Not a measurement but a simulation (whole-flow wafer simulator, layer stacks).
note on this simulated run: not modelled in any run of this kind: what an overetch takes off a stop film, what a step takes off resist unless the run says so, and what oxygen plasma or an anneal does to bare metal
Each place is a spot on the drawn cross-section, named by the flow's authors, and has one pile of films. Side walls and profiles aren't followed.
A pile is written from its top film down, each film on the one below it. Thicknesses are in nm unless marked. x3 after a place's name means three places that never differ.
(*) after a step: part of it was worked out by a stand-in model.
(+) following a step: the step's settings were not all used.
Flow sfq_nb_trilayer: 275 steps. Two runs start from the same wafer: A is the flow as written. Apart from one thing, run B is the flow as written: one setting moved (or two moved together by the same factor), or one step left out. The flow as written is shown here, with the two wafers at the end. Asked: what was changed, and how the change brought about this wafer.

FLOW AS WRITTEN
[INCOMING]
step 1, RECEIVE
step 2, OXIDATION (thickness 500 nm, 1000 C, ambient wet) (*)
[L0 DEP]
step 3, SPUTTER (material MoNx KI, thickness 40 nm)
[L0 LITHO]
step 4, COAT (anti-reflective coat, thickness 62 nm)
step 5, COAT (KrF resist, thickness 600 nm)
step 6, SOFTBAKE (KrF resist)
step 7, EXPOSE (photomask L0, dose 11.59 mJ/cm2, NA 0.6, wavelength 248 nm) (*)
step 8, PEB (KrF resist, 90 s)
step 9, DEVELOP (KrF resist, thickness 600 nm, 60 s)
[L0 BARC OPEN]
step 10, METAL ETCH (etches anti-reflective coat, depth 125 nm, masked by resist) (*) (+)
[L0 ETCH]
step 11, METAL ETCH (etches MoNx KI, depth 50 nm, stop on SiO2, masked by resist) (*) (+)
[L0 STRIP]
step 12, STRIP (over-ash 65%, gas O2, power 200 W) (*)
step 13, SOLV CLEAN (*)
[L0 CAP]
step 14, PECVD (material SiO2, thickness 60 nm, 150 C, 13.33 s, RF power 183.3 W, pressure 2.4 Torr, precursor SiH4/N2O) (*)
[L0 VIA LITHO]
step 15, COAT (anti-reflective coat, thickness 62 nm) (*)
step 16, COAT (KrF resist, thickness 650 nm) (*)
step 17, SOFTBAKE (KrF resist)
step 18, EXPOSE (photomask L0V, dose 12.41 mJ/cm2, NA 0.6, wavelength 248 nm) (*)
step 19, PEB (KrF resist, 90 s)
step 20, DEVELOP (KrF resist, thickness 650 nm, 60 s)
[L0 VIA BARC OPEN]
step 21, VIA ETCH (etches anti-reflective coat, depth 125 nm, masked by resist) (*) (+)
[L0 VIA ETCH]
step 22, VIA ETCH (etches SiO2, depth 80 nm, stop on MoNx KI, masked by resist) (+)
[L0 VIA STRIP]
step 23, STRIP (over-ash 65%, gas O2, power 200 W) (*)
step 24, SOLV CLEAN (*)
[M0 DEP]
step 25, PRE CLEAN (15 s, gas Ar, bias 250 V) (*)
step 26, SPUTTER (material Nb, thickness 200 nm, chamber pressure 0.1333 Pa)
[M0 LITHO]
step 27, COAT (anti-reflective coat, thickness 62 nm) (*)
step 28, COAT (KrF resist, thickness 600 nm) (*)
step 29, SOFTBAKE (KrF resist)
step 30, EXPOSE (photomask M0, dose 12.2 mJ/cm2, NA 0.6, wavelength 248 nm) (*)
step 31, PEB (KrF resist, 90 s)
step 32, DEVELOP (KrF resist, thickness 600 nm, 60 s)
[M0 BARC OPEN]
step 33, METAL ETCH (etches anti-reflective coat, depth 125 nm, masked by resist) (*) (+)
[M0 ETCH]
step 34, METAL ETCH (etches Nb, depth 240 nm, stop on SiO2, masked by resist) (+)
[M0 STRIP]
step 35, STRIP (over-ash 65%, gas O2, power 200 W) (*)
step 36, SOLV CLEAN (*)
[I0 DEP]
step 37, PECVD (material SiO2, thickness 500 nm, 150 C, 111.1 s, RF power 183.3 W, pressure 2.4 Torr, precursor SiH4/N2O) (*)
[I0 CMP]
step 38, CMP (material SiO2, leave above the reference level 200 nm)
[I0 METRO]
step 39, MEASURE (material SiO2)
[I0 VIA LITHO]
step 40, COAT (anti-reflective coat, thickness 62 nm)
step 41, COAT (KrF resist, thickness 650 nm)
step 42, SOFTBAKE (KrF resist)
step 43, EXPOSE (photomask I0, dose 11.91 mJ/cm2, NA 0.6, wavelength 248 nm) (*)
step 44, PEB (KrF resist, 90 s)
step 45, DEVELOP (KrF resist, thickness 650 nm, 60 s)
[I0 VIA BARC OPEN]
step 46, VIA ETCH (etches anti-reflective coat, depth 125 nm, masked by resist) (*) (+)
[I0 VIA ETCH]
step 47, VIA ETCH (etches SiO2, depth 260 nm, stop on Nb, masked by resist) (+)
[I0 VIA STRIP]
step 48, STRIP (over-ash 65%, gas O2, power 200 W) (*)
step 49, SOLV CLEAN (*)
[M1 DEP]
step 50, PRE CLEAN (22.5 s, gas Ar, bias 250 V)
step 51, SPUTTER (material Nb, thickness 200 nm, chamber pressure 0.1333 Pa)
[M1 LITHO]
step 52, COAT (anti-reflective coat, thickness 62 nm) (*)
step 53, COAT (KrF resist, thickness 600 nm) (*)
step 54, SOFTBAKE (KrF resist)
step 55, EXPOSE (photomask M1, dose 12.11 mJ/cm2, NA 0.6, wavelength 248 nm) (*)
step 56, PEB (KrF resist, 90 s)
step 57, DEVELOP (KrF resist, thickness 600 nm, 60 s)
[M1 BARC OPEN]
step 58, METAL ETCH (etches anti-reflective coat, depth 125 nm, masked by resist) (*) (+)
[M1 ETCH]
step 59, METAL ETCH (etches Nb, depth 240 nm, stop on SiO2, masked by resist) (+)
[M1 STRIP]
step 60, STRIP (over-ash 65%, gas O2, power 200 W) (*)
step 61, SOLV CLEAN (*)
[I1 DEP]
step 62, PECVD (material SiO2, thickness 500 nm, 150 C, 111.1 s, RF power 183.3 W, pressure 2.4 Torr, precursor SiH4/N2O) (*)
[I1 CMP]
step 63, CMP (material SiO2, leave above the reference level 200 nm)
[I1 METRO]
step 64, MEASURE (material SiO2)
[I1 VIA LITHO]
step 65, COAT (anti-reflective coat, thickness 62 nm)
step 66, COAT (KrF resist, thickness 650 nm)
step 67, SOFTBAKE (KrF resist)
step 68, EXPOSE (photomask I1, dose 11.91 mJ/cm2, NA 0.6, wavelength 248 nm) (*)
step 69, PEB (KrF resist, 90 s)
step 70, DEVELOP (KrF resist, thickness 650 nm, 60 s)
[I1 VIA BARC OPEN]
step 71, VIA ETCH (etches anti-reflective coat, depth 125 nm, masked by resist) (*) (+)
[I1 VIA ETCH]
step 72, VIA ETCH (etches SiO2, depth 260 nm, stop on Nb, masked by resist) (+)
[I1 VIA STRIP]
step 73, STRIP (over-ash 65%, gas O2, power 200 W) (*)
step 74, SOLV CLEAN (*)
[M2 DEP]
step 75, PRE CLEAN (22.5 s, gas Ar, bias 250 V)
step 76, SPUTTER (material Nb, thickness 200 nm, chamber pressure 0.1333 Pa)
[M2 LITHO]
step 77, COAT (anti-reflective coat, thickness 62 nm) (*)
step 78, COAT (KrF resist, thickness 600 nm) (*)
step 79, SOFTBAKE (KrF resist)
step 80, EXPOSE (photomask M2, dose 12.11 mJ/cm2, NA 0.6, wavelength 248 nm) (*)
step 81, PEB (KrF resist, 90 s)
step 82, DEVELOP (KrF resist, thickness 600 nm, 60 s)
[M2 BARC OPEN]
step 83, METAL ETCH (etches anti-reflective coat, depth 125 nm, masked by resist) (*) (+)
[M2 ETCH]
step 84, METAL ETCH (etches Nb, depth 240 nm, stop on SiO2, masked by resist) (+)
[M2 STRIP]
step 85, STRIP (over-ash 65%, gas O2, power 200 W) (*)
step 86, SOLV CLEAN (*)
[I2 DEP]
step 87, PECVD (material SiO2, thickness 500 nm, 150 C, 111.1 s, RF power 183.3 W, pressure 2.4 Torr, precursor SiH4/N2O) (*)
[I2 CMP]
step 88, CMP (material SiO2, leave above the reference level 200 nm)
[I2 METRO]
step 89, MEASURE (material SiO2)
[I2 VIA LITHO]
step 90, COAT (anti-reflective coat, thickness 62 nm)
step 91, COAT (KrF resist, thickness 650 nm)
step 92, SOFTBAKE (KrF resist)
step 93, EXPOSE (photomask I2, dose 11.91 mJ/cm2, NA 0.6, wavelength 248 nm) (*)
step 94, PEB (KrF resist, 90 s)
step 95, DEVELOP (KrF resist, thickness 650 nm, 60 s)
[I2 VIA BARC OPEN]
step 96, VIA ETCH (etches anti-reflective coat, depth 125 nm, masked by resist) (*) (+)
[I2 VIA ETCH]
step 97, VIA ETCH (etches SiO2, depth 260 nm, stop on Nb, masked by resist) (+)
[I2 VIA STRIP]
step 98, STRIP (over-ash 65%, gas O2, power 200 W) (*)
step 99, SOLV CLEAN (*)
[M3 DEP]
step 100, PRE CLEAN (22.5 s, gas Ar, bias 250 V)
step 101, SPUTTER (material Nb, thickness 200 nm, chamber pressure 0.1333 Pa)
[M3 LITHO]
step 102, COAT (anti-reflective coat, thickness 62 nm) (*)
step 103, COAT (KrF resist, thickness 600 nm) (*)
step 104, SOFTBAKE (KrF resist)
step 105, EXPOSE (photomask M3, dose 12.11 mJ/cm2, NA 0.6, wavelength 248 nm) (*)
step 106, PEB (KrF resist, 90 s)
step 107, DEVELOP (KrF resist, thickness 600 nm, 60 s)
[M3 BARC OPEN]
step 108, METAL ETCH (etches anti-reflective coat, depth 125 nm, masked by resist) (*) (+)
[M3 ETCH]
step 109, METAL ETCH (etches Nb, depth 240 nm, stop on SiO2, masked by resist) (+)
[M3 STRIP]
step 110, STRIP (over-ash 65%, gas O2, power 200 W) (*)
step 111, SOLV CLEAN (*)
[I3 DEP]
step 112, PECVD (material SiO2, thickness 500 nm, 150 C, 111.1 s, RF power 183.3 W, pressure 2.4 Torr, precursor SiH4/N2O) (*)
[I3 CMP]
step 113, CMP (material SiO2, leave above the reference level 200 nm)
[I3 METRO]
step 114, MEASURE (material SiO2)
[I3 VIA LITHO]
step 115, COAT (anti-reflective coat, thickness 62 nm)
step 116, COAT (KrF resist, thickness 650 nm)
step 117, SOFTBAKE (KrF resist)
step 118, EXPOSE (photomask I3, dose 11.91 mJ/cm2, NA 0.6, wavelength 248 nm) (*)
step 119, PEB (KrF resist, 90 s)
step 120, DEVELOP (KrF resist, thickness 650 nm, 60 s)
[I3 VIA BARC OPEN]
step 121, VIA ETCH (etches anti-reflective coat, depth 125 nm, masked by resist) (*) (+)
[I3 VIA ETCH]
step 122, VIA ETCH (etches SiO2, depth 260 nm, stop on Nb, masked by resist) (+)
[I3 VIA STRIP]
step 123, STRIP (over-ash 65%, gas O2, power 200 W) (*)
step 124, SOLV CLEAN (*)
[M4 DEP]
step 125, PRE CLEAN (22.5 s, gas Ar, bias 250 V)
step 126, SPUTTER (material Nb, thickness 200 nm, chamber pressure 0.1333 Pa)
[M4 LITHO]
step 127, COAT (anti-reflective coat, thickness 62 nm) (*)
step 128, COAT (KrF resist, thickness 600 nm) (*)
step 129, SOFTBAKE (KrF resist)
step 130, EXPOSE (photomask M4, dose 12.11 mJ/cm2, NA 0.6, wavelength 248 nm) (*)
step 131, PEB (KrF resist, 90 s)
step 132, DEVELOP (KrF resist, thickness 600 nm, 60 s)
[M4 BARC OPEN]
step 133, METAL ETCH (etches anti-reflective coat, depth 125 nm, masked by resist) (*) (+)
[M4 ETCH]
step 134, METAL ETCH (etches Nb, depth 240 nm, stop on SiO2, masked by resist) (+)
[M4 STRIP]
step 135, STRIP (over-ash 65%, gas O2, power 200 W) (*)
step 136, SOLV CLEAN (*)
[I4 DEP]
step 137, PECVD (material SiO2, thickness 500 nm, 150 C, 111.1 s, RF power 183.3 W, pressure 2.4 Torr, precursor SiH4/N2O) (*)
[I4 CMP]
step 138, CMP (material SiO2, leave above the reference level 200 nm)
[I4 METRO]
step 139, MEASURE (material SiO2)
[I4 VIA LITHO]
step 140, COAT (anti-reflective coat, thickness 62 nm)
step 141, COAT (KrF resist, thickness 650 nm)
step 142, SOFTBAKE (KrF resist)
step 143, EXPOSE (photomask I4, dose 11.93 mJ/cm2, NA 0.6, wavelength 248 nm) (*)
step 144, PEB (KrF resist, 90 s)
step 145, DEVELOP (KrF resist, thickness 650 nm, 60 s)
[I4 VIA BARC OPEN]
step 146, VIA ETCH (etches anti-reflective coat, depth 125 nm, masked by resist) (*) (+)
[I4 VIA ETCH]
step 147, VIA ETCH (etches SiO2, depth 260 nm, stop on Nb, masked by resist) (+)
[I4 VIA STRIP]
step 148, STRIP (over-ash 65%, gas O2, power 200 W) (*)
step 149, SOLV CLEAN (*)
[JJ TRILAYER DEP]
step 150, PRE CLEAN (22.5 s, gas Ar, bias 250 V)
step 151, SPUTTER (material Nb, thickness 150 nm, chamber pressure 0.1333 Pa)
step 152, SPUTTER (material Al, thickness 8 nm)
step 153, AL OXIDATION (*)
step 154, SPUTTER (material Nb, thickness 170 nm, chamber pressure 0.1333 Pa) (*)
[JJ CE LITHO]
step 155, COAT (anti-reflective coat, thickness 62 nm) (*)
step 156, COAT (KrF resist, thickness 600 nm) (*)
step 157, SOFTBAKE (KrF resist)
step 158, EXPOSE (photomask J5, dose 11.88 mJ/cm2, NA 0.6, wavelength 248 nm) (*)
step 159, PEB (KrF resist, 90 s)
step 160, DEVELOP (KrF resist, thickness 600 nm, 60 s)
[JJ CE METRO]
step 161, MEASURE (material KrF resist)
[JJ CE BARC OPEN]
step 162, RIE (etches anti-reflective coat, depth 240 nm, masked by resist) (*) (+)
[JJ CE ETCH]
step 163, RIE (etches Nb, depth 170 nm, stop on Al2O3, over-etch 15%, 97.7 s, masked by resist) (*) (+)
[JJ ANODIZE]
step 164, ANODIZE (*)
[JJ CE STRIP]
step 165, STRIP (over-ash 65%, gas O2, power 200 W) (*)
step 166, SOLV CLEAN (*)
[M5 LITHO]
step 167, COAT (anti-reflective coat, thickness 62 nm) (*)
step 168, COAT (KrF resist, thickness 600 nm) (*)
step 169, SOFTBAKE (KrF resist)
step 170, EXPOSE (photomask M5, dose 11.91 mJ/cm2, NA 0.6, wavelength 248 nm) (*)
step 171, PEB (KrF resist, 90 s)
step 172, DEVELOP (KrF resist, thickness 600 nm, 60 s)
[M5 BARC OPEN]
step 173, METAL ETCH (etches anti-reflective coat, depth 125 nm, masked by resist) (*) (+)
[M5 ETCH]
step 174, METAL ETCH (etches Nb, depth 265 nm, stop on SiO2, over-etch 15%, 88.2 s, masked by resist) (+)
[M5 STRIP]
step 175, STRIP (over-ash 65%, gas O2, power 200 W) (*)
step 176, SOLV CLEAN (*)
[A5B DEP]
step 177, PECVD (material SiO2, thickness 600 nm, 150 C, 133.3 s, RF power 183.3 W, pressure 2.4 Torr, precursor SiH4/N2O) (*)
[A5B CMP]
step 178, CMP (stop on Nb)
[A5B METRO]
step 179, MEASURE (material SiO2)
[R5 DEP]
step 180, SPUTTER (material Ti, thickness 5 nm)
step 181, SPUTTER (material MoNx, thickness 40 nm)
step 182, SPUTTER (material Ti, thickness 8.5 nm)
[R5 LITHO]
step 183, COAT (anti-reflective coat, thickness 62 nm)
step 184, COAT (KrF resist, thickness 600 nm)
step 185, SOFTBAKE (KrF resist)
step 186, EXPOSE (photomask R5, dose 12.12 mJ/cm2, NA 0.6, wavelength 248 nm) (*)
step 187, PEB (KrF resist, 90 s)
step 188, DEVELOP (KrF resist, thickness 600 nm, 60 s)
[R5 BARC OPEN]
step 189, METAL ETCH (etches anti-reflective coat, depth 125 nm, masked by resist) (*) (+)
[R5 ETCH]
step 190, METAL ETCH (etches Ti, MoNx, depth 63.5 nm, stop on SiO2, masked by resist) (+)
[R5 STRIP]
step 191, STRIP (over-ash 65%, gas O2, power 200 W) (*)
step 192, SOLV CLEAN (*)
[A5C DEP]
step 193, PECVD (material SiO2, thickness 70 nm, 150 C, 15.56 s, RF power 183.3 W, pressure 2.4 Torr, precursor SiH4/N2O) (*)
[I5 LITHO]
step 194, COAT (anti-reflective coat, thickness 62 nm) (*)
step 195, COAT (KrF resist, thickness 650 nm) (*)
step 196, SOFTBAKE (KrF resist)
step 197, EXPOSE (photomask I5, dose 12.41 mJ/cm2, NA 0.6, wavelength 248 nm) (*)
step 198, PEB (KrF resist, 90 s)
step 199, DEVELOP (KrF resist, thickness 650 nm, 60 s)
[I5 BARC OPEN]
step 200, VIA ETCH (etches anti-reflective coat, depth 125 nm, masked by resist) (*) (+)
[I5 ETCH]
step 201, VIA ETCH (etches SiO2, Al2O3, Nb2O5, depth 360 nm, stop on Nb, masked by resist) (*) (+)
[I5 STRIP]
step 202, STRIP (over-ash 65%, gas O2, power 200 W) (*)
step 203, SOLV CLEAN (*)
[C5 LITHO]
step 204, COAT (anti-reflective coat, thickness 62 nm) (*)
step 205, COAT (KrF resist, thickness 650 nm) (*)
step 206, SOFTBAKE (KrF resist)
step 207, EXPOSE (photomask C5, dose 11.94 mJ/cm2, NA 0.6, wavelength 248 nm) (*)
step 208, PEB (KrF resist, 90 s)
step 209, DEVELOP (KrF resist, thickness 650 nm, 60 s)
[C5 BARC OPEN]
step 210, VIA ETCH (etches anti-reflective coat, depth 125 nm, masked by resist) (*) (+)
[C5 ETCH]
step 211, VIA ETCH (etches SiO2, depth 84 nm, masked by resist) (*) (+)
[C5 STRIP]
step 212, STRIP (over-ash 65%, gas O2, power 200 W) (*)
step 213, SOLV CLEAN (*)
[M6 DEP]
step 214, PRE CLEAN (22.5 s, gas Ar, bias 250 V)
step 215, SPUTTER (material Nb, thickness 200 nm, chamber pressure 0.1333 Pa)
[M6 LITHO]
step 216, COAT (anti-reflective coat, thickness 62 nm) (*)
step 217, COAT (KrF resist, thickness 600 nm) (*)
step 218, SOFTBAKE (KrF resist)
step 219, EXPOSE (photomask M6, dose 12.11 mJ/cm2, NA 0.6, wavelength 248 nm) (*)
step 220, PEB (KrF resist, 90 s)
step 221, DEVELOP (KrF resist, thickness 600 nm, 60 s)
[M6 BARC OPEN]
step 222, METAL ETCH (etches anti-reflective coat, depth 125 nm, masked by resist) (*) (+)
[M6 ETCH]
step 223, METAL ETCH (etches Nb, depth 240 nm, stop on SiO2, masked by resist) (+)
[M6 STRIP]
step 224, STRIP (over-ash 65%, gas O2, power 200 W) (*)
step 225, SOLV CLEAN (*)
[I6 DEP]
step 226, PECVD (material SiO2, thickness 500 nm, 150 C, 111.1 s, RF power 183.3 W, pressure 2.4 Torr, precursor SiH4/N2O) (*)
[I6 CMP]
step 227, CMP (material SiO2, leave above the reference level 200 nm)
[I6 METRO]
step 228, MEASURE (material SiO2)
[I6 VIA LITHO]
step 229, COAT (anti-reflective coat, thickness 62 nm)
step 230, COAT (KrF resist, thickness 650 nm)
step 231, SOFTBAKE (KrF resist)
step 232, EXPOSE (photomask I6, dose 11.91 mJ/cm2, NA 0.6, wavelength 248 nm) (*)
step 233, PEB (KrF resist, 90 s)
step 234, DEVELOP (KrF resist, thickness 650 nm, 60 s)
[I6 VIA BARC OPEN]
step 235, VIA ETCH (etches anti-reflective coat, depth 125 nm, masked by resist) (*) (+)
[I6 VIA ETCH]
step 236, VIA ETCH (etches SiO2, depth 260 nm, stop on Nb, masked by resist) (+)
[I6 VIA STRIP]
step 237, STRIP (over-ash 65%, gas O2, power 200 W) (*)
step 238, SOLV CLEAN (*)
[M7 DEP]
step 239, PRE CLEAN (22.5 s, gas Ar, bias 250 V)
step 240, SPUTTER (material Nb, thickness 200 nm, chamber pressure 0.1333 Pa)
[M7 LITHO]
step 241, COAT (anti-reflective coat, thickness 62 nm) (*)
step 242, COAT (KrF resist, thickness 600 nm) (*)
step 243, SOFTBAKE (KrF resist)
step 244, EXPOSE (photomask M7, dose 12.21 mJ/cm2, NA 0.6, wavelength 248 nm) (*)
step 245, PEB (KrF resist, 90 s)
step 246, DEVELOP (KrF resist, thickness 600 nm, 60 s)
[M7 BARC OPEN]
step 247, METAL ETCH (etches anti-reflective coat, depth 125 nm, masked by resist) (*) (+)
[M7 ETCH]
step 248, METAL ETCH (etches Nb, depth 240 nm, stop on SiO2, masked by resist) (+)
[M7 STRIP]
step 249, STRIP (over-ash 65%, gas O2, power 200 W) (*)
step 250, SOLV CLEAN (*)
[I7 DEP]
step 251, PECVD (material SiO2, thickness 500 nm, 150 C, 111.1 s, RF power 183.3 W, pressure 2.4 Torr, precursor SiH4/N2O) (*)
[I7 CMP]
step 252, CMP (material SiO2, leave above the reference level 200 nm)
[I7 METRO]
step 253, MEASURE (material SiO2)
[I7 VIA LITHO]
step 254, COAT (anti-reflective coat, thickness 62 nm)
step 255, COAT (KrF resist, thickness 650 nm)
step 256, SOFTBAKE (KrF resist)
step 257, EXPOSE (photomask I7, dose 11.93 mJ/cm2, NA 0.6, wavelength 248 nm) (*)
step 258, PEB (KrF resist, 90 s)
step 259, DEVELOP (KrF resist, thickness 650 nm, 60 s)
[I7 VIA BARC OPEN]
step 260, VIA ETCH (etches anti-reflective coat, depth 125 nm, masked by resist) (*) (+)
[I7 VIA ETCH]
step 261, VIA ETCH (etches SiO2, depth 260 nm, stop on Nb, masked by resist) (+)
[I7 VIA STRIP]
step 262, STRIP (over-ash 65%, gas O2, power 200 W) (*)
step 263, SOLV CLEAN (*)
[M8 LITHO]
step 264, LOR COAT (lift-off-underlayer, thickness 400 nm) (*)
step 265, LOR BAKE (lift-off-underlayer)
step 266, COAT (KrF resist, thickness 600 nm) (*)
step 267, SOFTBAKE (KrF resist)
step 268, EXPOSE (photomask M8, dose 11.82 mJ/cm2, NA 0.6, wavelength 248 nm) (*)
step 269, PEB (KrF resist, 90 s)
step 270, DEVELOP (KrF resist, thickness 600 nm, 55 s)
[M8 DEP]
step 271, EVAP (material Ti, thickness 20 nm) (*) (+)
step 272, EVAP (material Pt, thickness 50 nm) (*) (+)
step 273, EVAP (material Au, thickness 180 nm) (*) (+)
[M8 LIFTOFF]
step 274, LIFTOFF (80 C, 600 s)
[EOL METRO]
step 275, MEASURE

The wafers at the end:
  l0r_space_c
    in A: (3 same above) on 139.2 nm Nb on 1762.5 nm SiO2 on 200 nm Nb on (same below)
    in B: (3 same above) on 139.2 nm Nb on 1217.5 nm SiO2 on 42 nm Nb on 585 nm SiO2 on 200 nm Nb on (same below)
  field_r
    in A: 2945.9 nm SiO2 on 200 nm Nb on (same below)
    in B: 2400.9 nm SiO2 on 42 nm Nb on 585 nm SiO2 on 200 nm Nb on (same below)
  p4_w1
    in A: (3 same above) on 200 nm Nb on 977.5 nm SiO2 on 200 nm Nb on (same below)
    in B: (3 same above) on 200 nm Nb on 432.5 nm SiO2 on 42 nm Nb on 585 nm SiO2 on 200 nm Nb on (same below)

What caused this: step 76, SPUTTER: thickness 282 nm was run, while the flow as written has thickness 200 nm.

How this came from the change, step by step:
  step 76, SPUTTER (material Nb, thickness 200 nm, chamber pressure 0.1333 Pa)
      field_l, v_sur, via_wl and 102 more: A Nb gains 200 (new film) | B Nb gains 282 (new film)
      via_v: A Nb gains 174.5 | B Nb gains 247.2
  step 84, METAL ETCH (etches Nb, depth 240 nm, stop on SiO2, masked by resist) (+)
      field_l, be, be_sur and 81 more: A Nb loses 200 (all of it) | B Nb loses 240
  step 87, PECVD (material SiO2, thickness 500 nm, 150 C, 111.1 s, RF power 183.3 W, pressure 2.4 Torr, precursor SiH4/N2O) (*)
      field_l, be, be_sur and 81 more: A SiO2 gains 500 | B SiO2 gains 500 (new film)
      via_v: A SiO2 gains 606 (new film) | B SiO2 gains 590.8 (new film)
  step 88, CMP (material SiO2, leave above the reference level 200 nm)
      field_l, be, be_sur and 81 more: A SiO2 loses 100 | B SiO2 loses 60
      via_v: A SiO2 loses 181.6 | B SiO2 loses 157.1
If metal films that touch count as one body, l0r_space_c has 3 bodies (between them, from the top down: SiO2 1217.5; SiO2 585); the flow as written gives 2 bodies (between them, from the top down: SiO2 1762.5).
If metal films that touch count as one body, field_r has 2 bodies (between them, from the top down: SiO2 585); the flow as written gives 1 body.
If metal films that touch count as one body, p4_w1 has 4 bodies (between them, from the top down: SiO2 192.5; SiO2 432.5; SiO2 585); the flow as written gives 3 bodies (between them, from the top down: SiO2 192.5; SiO2 977.5).
